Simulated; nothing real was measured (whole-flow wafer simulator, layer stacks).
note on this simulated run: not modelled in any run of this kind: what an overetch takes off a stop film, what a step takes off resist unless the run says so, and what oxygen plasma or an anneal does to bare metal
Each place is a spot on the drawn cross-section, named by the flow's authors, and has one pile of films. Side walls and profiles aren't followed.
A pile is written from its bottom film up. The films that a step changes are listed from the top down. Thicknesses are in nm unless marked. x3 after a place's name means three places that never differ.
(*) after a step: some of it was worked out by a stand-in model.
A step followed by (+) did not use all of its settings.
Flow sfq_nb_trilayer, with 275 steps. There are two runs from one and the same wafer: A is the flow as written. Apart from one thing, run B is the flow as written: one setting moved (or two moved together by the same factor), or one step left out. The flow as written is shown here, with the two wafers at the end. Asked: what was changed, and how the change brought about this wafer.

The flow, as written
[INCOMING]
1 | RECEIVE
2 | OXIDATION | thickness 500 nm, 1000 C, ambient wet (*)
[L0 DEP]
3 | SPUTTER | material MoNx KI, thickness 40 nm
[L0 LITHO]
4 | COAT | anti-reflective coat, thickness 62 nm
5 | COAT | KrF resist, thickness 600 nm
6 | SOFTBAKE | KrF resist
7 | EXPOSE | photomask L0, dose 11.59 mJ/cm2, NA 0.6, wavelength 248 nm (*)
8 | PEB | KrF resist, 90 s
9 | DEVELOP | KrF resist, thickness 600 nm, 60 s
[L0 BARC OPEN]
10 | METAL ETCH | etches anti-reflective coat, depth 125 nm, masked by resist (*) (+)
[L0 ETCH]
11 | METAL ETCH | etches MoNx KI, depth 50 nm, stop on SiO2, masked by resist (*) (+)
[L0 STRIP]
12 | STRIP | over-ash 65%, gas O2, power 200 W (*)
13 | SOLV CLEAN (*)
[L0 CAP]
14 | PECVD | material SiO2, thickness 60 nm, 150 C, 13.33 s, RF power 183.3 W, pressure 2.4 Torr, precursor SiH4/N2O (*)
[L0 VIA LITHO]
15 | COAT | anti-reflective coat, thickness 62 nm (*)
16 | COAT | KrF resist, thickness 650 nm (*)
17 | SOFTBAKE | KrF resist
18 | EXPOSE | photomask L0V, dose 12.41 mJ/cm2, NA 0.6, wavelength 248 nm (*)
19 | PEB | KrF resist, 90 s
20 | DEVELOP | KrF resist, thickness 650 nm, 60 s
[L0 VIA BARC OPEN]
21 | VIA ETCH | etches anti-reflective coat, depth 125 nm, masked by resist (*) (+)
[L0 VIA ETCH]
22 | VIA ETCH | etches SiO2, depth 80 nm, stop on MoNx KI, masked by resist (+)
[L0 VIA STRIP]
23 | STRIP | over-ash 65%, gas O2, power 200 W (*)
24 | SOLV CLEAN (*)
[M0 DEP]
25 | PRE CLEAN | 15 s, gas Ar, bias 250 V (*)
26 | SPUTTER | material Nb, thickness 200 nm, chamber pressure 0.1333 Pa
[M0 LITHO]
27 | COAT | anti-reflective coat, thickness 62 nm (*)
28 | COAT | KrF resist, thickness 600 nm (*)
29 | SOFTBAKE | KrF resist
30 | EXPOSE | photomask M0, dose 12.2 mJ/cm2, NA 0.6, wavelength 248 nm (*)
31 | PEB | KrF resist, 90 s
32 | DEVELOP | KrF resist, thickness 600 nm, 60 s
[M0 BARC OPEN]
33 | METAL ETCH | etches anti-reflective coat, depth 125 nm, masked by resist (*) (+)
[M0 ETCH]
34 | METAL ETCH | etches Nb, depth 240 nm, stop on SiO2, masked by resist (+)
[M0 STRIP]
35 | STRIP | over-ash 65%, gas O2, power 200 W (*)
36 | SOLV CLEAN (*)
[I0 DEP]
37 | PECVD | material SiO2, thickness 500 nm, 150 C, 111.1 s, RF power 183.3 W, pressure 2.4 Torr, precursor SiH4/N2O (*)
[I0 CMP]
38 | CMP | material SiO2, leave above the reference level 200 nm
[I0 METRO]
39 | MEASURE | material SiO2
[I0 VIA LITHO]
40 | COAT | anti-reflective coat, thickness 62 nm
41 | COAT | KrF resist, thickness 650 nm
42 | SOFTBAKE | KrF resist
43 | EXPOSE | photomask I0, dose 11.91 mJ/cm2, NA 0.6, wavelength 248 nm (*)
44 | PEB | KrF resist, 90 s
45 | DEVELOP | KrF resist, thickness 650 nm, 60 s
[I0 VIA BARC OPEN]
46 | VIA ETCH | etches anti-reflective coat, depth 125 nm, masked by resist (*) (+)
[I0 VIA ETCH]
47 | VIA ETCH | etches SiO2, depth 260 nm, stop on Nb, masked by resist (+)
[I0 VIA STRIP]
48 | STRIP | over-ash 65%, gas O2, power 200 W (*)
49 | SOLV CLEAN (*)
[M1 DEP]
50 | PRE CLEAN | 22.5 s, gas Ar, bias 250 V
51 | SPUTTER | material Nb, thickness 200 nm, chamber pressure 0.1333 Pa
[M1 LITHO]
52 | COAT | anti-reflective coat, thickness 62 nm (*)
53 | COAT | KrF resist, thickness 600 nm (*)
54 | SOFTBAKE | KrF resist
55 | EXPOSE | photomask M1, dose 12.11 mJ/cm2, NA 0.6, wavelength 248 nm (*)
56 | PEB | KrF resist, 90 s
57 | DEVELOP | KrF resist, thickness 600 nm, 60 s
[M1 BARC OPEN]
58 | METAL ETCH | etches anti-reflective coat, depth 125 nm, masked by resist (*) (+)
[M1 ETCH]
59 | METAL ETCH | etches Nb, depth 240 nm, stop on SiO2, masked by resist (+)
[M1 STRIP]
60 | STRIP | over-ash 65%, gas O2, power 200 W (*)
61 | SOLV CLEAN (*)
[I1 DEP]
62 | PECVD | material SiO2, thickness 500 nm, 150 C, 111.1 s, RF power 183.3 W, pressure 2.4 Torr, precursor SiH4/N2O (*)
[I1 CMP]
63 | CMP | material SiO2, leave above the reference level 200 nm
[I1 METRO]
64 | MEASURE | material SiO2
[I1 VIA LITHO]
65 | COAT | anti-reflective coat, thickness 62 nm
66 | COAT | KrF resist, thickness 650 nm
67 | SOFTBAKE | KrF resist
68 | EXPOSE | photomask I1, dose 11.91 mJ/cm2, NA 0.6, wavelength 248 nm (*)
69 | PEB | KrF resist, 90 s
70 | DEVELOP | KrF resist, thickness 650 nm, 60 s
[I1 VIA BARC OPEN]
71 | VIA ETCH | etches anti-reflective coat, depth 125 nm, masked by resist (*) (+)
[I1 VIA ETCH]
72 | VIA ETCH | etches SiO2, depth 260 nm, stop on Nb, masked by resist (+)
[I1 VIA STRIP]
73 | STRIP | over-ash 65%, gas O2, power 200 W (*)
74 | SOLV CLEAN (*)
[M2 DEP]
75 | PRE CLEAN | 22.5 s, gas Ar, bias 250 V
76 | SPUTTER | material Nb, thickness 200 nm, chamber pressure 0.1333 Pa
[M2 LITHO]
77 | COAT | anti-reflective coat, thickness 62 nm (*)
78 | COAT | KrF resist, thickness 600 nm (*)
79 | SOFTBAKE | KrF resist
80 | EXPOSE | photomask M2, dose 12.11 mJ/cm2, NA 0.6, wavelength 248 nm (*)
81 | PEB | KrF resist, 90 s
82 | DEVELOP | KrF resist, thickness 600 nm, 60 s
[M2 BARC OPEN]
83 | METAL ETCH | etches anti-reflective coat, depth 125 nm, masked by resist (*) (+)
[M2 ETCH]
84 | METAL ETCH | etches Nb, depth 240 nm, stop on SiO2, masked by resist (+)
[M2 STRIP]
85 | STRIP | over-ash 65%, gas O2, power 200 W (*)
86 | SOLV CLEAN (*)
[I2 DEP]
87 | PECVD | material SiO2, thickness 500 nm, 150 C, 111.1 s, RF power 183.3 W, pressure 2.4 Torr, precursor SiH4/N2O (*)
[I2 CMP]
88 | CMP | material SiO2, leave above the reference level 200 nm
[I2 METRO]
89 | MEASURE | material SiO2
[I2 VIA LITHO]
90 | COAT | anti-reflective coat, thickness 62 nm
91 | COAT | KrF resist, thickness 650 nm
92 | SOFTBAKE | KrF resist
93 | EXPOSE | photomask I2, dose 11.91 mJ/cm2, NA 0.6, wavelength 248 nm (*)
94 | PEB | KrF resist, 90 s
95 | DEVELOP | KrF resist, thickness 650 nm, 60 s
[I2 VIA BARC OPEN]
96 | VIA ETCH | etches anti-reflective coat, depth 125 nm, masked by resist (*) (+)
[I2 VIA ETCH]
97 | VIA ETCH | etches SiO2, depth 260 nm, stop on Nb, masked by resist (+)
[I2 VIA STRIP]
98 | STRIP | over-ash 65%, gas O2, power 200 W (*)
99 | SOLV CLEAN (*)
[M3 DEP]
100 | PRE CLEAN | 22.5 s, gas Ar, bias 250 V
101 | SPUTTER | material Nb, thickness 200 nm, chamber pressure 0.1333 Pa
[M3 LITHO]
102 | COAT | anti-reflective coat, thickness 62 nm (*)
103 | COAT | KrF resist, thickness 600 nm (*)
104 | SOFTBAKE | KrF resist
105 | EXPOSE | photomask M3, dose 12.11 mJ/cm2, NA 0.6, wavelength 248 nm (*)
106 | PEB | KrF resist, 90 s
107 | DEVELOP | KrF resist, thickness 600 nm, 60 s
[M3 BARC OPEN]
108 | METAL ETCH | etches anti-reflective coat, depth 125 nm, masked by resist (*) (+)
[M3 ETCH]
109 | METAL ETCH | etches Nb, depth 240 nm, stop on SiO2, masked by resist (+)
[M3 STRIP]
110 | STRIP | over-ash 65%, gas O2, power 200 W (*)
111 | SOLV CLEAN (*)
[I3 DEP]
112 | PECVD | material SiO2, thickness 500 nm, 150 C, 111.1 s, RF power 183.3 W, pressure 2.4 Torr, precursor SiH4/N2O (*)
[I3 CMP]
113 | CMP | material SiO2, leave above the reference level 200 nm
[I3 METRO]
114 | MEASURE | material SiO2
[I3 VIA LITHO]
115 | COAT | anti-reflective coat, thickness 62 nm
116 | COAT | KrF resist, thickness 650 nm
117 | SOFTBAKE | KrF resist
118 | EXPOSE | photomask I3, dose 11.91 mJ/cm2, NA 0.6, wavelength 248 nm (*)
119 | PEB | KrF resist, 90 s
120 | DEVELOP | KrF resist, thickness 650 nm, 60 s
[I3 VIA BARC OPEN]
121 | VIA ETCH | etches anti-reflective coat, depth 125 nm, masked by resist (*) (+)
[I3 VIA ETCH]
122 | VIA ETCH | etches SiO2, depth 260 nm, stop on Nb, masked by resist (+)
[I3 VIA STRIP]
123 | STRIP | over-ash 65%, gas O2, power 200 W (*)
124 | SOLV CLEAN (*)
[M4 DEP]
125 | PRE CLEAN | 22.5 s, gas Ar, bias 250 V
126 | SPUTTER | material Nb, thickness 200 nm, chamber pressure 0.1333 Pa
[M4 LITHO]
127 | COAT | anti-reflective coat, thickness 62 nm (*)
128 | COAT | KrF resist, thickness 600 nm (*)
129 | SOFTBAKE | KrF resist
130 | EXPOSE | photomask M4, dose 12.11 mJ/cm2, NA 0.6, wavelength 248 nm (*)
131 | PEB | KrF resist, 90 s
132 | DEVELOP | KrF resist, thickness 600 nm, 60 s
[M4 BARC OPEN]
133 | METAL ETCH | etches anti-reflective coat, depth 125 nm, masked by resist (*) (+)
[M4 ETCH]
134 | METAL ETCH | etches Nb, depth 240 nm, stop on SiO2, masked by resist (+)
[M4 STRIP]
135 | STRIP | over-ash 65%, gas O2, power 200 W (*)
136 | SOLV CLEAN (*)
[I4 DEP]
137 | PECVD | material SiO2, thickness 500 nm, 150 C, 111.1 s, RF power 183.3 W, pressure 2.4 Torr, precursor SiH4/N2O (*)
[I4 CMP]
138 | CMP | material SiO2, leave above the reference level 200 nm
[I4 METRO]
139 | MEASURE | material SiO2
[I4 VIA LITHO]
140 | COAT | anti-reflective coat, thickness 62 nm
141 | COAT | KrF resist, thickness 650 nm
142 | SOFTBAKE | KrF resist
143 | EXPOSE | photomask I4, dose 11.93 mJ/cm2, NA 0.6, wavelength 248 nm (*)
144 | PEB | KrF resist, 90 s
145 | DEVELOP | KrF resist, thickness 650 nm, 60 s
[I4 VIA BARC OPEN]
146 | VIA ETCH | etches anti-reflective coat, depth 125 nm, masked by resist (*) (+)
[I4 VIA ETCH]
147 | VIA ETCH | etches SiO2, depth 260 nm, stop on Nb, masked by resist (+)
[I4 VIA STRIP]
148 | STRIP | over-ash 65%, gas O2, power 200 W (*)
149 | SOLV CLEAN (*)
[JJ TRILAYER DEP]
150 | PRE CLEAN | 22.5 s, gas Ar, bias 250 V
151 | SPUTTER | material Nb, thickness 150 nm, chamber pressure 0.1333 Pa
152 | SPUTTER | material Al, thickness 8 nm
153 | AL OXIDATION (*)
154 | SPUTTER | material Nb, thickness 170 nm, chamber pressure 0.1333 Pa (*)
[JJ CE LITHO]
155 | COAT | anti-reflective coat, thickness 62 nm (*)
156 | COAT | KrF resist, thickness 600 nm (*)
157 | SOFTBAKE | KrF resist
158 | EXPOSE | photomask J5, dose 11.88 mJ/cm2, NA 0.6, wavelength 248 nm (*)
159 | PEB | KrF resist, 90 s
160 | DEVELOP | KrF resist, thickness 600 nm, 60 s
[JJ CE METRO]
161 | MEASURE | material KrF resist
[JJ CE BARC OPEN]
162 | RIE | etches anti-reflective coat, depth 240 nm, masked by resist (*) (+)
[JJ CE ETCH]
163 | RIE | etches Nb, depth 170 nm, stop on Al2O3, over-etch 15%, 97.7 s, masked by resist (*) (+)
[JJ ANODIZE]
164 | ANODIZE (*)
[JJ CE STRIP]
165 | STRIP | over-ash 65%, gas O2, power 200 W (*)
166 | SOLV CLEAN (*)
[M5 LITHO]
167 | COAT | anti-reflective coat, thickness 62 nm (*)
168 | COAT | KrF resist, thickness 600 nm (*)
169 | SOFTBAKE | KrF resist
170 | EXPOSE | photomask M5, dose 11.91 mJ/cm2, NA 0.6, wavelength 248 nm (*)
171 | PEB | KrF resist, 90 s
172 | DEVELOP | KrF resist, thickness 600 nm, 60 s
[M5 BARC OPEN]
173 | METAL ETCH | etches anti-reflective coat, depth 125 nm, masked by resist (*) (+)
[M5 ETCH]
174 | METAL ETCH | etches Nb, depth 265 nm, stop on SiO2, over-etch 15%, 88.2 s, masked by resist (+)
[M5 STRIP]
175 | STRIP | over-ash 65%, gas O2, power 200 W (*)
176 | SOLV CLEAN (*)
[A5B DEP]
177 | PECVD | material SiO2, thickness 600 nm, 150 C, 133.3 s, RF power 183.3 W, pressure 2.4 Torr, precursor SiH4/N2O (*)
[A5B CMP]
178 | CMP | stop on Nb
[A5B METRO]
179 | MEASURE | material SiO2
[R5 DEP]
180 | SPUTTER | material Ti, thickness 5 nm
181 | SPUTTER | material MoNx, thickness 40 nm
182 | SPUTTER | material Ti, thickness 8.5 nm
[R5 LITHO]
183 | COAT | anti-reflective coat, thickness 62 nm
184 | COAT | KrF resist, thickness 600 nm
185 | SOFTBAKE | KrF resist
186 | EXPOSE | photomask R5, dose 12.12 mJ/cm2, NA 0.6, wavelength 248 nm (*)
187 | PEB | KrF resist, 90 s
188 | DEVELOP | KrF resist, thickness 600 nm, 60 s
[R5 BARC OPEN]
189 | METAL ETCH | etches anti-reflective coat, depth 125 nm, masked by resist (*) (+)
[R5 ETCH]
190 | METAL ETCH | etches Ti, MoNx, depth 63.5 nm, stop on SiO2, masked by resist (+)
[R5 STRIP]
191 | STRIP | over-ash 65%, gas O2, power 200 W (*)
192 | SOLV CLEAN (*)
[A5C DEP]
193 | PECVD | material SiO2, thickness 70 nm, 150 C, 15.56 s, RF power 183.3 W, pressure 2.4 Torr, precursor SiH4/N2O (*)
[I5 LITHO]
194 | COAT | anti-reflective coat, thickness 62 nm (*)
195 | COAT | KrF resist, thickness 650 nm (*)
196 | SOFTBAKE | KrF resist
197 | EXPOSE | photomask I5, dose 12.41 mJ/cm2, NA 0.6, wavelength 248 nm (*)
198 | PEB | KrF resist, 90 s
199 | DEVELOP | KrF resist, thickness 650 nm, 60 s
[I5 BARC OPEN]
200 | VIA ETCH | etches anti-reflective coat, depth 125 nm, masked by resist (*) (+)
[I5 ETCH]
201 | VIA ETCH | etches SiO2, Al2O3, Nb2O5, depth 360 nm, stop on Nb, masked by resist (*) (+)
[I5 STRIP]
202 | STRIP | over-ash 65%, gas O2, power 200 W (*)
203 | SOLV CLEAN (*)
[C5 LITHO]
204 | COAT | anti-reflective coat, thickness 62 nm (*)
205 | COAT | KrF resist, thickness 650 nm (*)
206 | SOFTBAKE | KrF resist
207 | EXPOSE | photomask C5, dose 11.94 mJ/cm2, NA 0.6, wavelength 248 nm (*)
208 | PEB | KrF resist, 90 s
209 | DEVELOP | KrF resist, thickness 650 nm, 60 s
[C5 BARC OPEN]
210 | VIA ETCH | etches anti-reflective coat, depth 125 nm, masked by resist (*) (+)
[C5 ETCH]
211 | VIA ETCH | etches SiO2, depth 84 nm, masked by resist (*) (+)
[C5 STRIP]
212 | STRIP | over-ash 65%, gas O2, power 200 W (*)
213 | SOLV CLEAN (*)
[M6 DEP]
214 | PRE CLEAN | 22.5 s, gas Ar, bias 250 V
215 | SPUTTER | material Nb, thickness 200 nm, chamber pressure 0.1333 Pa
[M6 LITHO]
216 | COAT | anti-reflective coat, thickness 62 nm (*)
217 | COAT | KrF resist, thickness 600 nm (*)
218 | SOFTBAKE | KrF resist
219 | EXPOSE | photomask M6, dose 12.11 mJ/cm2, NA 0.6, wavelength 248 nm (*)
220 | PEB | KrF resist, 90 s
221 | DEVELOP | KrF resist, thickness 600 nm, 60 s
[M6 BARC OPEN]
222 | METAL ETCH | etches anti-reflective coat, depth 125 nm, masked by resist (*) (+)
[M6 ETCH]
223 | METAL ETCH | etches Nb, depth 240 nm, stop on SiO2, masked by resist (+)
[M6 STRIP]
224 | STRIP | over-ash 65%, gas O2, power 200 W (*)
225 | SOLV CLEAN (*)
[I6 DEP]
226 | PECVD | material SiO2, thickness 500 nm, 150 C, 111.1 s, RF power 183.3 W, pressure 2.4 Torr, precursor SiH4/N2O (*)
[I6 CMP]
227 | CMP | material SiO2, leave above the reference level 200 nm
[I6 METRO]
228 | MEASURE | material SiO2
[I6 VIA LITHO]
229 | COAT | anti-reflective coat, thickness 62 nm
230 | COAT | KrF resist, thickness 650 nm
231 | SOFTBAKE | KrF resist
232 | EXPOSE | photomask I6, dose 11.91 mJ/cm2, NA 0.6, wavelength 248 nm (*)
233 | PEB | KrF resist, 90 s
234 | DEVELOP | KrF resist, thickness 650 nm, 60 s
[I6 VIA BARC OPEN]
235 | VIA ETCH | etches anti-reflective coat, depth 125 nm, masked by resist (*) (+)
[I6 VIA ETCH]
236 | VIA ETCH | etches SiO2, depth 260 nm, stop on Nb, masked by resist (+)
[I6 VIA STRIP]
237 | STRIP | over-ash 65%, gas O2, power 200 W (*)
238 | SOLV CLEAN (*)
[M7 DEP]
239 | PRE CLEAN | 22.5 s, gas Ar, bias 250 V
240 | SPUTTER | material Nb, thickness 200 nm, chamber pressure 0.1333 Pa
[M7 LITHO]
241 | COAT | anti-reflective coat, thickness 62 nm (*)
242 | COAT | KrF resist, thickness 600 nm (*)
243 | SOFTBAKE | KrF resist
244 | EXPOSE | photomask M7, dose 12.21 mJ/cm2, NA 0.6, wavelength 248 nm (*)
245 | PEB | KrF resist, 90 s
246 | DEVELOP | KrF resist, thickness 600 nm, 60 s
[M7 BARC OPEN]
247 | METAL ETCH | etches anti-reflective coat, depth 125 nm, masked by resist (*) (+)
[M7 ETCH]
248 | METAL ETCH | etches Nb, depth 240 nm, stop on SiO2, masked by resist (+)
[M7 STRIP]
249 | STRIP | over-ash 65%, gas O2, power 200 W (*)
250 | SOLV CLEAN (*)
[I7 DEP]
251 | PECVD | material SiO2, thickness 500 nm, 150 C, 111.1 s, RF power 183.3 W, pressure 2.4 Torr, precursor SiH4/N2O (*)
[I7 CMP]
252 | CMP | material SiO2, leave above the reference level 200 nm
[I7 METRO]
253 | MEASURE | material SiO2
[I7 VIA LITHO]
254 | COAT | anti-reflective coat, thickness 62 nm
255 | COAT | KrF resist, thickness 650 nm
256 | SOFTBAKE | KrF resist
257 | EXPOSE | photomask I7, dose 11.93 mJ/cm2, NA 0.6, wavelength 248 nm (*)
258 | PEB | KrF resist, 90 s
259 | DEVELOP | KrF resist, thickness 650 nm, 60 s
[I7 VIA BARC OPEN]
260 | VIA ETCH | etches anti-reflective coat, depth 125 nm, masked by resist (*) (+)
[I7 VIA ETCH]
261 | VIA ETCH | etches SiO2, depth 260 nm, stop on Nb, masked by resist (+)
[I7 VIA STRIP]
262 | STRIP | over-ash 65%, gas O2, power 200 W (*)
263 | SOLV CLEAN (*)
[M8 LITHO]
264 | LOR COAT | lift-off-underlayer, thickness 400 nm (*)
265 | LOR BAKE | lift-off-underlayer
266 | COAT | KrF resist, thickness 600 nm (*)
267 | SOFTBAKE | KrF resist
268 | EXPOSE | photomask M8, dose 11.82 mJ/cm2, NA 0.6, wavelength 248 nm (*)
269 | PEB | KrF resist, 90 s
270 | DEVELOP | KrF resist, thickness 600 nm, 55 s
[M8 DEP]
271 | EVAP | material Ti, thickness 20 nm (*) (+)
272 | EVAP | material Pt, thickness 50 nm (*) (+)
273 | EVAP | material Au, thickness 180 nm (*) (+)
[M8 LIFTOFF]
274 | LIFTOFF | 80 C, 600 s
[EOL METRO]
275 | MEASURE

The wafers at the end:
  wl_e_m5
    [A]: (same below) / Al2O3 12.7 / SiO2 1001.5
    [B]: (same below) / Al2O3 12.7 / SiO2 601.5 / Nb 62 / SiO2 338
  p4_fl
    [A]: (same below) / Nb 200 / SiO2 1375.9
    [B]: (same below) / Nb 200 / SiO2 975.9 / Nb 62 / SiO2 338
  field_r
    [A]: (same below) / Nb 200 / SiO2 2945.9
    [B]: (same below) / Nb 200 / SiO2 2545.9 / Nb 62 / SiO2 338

Cause: step 248, METAL ETCH: depth 138 nm was run, while the flow as written has depth 240 nm.

How this came from the change, step by step:
  248 | METAL ETCH | etches Nb, depth 240 nm, stop on SiO2, masked by resist (+)
      field_l, field_r, lsp_l and 62 more: A -200 Nb (all of it) | B -138 Nb
      v_sur, via_wl, via_w and 38 more: A -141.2 KrF resist | B -81.2 KrF resist
  249 | STRIP | over-ash 65%, gas O2, power 200 W (*)
      wl_j_sl, wl_jj, wl_j_sr and 14 more: A -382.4 KrF resist (all of it), -62 anti-reflective coat (all of it) | B -442.4 KrF resist (all of it), -62 anti-reflective coat (all of it)
      ln_m5, lsp_m, ln_m6, lsp_r: A -381.9 KrF resist (all of it), -61.8 anti-reflective coat (all of it) | B -441.9 KrF resist (all of it), -61.8 anti-reflective coat (all of it)
      (as well as at 20 more places)
  251 | PECVD | material SiO2, thickness 500 nm, 150 C, 111.1 s, RF power 183.3 W, pressure 2.4 Torr, precursor SiH4/N2O (*)
      field_l, p4_fl, p4_fm and 56 more: A +500 SiO2 | B +500 SiO2 (new film)
      field_r, lsp_l: A +477.7 SiO2 | B +484.6 SiO2 (new film)
      (as well as at 4 more places)
  252 | CMP | material SiO2, leave above the reference level 200 nm
      field_l, p4_fl, p4_fm and 56 more: A -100 SiO2 | B -162 SiO2
      field_r, lsp_l: A -77.7 SiO2 | B -146.6 SiO2
      (as well as at 4 more places)
Taking metal films that touch as one body, wl_e_m5 has 7 bodies (between them, from the top down: SiO2 601.5 / Al2O3 12.7 / Nb2O5 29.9; SiO2 192.5; SiO2 192.5; SiO2 192.5; SiO2 192.5; SiO2 192.5); the flow as written gives 6 bodies (between them, from the top down: SiO2 192.5; SiO2 192.5; SiO2 192.5; SiO2 192.5; SiO2 192.5).
Taking metal films that touch as one body, p4_fl has 3 bodies (between them, from the top down: SiO2 975.9; SiO2 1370); the flow as written gives 2 bodies (between them, from the top down: SiO2 1370).
Taking metal films that touch as one body, field_r has 2 bodies (between them, from the top down: SiO2 2545.9); the flow as written gives 1 body.
